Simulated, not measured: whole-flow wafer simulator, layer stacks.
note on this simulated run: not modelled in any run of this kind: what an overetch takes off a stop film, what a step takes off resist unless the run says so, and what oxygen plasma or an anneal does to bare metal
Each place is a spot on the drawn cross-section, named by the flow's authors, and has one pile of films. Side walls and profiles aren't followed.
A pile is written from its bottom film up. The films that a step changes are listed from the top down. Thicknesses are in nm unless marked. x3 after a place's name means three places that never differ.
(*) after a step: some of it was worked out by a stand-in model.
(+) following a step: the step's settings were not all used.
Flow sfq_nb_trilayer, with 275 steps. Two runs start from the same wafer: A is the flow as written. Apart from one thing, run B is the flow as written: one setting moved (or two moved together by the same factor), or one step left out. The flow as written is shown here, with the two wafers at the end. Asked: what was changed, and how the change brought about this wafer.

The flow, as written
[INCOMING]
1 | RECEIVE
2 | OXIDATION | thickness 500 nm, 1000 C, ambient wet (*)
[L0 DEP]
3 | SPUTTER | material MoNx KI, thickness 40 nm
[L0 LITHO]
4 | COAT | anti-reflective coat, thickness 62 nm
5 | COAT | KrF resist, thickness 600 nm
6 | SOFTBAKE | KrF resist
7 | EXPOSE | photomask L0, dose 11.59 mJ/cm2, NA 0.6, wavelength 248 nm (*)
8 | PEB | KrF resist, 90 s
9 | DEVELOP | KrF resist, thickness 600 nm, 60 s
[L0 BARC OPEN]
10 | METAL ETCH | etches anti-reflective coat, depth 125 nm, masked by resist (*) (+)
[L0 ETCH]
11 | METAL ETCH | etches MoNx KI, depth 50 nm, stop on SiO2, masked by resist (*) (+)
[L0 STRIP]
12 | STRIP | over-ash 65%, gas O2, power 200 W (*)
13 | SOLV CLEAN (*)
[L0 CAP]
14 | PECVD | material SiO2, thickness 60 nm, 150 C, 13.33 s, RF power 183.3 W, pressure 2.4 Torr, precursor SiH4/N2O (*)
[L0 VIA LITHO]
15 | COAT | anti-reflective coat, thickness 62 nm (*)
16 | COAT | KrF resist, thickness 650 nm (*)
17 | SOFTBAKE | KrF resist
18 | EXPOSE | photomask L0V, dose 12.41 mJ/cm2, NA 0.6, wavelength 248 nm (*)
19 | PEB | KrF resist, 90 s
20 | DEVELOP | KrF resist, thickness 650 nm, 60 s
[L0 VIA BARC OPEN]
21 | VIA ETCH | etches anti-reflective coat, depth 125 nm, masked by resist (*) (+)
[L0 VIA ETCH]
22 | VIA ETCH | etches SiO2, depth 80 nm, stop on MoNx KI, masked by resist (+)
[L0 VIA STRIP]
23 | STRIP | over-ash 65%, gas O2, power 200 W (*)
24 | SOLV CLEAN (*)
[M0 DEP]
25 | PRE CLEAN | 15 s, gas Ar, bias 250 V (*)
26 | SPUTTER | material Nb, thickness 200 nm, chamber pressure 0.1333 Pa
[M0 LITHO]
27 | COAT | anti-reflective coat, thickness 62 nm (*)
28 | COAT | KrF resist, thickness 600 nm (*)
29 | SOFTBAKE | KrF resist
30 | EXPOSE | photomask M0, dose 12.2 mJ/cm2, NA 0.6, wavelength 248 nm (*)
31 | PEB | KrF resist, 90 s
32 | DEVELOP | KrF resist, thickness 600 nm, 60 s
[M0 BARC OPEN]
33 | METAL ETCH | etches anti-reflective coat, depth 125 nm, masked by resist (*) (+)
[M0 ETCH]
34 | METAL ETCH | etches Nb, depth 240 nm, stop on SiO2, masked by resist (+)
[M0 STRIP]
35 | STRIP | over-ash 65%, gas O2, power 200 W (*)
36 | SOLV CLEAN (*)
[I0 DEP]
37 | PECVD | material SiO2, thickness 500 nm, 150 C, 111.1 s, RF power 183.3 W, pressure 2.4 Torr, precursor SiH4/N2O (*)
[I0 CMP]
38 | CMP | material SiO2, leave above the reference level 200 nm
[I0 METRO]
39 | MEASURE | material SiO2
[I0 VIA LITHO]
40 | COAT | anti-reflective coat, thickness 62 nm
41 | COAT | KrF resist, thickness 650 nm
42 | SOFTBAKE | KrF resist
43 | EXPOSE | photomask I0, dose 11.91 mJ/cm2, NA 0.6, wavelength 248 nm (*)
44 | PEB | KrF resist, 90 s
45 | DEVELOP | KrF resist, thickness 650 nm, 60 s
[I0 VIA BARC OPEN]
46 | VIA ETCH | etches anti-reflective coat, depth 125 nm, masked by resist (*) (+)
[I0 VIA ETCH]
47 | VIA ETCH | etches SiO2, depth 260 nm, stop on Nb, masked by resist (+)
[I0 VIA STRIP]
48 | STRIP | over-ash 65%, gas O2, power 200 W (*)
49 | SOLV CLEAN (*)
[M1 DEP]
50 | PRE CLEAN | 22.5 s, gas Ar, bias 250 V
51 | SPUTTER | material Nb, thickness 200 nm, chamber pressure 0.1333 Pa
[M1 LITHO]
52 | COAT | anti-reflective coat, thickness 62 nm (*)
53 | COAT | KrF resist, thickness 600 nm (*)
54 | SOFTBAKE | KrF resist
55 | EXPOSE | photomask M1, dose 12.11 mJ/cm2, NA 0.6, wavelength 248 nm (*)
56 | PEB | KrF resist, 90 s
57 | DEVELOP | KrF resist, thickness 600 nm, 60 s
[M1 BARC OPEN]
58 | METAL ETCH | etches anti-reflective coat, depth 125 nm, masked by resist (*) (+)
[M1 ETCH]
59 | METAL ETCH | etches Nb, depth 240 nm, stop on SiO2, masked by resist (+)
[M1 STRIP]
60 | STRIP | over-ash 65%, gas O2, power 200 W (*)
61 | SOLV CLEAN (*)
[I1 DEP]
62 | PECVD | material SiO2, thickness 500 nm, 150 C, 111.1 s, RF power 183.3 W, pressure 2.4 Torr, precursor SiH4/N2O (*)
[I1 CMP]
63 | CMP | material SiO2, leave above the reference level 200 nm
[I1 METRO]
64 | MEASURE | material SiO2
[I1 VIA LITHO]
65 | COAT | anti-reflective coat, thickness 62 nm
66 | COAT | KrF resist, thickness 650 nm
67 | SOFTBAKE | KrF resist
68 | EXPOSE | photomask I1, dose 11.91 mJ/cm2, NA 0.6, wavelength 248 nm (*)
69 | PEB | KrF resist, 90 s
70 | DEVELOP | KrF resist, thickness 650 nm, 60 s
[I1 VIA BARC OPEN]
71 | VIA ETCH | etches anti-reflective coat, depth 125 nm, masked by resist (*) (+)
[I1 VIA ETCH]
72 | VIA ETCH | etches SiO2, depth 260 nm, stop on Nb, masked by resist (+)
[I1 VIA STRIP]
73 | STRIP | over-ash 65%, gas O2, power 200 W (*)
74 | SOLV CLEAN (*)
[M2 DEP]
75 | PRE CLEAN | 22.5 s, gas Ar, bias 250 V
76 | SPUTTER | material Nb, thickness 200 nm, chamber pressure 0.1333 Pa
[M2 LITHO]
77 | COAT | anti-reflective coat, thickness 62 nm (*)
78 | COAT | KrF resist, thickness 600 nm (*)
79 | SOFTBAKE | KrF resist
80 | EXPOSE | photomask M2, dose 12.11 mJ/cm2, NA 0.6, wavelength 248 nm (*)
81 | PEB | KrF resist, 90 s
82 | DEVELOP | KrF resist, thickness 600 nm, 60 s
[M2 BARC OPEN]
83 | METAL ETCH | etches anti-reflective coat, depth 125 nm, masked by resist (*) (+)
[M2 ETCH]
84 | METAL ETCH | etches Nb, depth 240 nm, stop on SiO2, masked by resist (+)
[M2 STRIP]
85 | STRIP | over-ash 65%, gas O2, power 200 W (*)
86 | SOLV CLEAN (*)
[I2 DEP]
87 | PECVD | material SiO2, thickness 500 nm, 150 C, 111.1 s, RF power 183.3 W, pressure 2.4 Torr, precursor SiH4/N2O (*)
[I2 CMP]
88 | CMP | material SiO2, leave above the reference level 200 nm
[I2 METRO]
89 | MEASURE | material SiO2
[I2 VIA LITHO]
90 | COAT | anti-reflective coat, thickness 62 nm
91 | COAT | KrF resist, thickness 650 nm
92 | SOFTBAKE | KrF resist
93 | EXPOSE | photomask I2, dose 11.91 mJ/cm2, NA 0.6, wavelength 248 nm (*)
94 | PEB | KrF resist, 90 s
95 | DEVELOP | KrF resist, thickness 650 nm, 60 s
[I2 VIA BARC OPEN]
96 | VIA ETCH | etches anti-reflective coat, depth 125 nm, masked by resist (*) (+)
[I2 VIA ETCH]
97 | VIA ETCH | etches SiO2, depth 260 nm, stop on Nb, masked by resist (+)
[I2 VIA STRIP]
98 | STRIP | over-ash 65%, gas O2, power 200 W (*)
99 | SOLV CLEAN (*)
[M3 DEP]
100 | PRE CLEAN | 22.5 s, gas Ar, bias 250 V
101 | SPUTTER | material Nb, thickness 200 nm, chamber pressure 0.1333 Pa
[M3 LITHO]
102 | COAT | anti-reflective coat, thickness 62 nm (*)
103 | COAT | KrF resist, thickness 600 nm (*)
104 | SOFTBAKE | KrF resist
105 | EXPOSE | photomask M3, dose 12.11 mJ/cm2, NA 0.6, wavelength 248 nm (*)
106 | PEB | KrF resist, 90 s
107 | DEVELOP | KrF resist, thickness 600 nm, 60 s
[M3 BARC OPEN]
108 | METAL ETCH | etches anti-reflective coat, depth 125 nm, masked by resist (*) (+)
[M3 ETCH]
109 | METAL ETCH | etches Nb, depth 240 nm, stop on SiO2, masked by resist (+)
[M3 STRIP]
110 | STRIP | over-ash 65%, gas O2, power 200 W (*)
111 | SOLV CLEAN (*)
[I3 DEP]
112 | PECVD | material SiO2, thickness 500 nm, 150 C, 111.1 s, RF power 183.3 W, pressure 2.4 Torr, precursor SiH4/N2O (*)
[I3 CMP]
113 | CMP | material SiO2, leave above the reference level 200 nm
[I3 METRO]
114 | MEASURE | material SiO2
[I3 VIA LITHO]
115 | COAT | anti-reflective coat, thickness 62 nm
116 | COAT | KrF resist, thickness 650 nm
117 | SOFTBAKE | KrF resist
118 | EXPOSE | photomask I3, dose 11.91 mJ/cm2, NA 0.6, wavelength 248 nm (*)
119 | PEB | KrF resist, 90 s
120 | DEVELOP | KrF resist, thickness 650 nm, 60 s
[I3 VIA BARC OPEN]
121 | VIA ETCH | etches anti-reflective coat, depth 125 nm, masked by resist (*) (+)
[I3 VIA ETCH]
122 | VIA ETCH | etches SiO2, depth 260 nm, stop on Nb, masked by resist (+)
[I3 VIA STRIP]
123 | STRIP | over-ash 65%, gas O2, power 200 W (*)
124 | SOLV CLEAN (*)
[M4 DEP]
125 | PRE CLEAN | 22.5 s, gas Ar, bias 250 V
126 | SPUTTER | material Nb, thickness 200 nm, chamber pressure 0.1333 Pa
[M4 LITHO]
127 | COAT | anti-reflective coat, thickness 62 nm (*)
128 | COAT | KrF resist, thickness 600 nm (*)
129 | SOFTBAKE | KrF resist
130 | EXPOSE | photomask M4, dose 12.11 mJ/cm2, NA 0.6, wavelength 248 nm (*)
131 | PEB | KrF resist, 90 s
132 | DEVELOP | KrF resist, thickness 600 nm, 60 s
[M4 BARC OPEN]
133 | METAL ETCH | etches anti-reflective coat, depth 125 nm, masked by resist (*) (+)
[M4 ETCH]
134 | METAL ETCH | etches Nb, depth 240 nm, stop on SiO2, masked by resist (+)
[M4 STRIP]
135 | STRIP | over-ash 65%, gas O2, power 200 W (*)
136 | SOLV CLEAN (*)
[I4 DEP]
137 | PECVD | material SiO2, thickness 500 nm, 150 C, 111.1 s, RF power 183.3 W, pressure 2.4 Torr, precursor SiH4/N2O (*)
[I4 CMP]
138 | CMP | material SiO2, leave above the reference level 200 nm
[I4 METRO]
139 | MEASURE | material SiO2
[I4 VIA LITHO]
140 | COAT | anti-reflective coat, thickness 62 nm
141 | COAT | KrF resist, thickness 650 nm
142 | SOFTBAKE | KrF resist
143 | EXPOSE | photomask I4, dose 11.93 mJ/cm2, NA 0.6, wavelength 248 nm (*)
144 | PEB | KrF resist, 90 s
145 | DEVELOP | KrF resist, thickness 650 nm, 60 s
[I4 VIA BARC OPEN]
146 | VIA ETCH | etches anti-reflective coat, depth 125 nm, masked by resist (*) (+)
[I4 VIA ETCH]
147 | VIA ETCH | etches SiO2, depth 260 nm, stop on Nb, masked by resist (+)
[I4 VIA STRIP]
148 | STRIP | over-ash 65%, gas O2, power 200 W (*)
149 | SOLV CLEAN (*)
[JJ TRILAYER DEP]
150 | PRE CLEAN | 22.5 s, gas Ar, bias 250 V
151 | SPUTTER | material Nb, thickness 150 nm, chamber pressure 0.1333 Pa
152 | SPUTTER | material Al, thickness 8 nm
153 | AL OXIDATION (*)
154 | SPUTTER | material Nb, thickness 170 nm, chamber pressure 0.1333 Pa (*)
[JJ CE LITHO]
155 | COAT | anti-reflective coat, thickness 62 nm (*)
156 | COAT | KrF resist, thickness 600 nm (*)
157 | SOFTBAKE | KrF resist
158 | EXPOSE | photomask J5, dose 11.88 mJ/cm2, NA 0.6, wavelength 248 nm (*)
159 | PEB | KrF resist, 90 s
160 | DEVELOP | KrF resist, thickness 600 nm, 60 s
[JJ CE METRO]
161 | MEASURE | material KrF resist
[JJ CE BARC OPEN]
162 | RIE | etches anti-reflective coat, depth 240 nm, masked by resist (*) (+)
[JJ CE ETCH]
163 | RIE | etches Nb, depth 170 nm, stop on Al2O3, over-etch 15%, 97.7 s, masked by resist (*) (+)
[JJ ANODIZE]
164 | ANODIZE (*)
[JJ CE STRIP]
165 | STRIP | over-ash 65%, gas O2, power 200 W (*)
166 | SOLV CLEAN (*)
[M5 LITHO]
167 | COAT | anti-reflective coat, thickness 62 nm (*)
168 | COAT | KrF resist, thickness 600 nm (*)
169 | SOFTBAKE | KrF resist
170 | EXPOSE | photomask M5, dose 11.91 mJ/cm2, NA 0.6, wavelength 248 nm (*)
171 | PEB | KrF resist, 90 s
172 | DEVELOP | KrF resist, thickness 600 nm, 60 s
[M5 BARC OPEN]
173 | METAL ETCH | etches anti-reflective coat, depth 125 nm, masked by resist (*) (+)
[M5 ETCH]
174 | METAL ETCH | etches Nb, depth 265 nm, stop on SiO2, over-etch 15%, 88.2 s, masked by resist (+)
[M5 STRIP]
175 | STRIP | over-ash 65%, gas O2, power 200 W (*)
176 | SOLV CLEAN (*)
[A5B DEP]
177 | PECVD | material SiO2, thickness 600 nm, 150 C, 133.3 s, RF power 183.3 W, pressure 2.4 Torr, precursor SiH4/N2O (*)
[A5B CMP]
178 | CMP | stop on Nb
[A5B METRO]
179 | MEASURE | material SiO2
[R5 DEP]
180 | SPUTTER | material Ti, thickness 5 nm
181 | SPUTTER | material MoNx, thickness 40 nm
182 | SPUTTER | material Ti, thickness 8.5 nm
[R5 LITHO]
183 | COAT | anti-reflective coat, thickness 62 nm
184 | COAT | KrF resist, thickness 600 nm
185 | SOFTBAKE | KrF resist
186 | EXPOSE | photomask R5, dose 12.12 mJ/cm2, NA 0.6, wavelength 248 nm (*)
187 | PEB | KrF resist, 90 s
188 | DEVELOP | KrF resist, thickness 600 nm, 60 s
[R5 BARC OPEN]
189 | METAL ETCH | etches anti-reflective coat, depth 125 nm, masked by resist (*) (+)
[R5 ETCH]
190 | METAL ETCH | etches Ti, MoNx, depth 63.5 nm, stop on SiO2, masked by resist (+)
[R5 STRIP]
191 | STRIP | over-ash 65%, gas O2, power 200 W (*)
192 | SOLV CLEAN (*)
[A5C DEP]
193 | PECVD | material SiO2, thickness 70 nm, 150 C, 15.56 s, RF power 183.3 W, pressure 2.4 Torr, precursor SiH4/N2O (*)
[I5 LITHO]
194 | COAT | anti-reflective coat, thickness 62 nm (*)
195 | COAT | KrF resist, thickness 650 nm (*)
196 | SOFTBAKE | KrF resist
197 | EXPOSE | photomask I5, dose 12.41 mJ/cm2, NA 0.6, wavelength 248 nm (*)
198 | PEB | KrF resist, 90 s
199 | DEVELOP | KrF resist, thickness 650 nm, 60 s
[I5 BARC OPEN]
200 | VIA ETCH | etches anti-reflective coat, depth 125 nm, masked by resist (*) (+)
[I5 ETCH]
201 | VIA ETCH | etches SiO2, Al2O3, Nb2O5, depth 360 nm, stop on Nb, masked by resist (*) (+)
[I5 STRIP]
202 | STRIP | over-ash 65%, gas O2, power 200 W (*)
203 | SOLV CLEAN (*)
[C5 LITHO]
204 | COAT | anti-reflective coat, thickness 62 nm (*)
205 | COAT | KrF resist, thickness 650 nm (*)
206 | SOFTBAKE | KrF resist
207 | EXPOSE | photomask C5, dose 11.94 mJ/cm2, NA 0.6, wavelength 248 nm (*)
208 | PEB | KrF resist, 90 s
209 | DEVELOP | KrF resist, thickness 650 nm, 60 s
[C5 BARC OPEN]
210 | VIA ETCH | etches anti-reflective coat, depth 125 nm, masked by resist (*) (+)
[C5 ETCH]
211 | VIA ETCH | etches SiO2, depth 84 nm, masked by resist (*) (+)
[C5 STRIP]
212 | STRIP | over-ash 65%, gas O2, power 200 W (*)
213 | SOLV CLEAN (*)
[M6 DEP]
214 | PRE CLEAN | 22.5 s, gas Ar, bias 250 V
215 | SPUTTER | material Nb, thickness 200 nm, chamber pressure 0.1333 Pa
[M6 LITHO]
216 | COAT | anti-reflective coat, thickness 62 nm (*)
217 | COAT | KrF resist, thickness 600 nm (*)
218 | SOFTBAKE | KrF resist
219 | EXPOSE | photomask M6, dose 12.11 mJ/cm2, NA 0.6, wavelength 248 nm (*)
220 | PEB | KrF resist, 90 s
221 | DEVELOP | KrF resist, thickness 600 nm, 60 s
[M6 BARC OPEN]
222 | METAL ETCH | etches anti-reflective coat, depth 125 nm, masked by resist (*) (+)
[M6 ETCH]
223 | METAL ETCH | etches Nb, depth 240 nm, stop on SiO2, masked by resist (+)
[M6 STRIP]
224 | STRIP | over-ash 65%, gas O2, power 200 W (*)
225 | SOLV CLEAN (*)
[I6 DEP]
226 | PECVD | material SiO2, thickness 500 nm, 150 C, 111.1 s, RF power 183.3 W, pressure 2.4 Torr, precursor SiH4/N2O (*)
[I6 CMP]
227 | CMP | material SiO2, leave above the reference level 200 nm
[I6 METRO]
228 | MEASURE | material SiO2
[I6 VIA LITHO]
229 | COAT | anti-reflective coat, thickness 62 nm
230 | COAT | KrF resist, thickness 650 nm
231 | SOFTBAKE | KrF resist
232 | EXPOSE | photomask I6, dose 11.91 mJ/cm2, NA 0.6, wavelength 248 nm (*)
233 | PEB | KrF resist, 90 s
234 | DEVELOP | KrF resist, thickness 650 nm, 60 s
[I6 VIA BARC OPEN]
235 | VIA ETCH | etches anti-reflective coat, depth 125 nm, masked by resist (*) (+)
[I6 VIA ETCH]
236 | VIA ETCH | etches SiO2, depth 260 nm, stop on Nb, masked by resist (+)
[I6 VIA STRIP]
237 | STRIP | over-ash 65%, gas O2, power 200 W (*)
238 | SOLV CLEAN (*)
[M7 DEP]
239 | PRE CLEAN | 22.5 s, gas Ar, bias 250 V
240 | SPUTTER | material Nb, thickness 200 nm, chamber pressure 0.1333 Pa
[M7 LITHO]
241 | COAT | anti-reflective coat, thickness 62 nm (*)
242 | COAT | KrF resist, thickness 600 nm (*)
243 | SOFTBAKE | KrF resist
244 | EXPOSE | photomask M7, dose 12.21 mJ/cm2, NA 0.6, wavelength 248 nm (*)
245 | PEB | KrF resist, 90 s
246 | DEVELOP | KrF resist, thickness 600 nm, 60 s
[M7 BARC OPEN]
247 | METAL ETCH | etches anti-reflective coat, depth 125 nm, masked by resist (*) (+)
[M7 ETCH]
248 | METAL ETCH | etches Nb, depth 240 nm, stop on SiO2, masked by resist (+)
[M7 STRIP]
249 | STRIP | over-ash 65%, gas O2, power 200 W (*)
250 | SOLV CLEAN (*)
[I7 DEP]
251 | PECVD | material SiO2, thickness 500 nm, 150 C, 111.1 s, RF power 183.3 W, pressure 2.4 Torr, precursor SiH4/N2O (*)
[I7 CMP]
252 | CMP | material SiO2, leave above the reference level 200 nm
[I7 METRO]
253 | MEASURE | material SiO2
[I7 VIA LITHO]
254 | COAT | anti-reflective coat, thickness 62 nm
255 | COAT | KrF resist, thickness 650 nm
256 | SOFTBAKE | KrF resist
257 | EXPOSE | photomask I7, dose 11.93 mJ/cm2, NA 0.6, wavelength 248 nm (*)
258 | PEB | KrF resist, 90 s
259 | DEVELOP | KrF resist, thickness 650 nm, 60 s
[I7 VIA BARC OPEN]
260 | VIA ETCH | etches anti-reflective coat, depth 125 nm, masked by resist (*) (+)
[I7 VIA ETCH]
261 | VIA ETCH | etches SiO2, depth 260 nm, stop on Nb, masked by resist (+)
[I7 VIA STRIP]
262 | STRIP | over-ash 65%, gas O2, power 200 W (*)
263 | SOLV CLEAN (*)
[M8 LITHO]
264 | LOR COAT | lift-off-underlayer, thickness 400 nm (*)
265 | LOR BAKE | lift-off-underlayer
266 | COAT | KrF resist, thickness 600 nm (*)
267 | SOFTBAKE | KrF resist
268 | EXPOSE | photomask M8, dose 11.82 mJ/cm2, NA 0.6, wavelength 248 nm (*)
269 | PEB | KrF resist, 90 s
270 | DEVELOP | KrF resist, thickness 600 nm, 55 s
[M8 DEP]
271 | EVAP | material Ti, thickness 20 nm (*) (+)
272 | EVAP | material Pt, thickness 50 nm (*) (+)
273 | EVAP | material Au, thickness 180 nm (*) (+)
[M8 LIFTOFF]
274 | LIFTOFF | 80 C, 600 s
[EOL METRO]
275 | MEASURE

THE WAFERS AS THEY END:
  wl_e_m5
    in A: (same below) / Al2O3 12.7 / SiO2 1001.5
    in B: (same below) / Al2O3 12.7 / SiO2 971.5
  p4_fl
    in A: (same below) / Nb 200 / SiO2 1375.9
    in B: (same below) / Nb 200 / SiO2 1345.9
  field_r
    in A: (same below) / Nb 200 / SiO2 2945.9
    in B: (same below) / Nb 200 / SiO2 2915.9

Cause: step 227, CMP: leave above the reference level 170 nm was run, though the flow has leave above the reference level 200 nm.

The path from the change to this, step by step:
  227 | CMP | material SiO2, leave above the reference level 200 nm
      field_l, p4_fl, p4_fm and 59 more: A -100 SiO2 | B -130 SiO2
      v_sur, via_wl, via_w and 15 more: A -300 SiO2 | B -330 SiO2
      (also at 26 further places)
  236 | VIA ETCH | etches SiO2, depth 260 nm, stop on Nb, masked by resist (+)
      field_l, v_sur, via_wl and 102 more: A -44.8 KrF resist | B -43.9 KrF resist
      via_v: A -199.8 SiO2 (all of it) | B -169.8 SiO2 (all of it)
  240 | SPUTTER | material Nb, thickness 200 nm, chamber pressure 0.1333 Pa
      via_v: A +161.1 Nb | B +168.3 Nb
  241 | COAT | anti-reflective coat, thickness 62 nm (*)
      via_v: A +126 anti-reflective coat (new film) | B +119.4 anti-reflective coat (new film)
  242 | COAT | KrF resist, thickness 600 nm (*)
      via_v: A +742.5 KrF resist (new film) | B +717 KrF resist (new film)
  249 | STRIP | over-ash 65%, gas O2, power 200 W (*)
      via_v: A -524.5 KrF resist (all of it), -126 anti-reflective coat (all of it) | B -499.1 KrF resist (all of it), -119.4 anti-reflective coat (all of it)
  251 | PECVD | material SiO2, thickness 500 nm, 150 C, 111.1 s, RF power 183.3 W, pressure 2.4 Torr, precursor SiH4/N2O (*)
      via_v: A +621 SiO2 (new film) | B +583.7 SiO2 (new film)
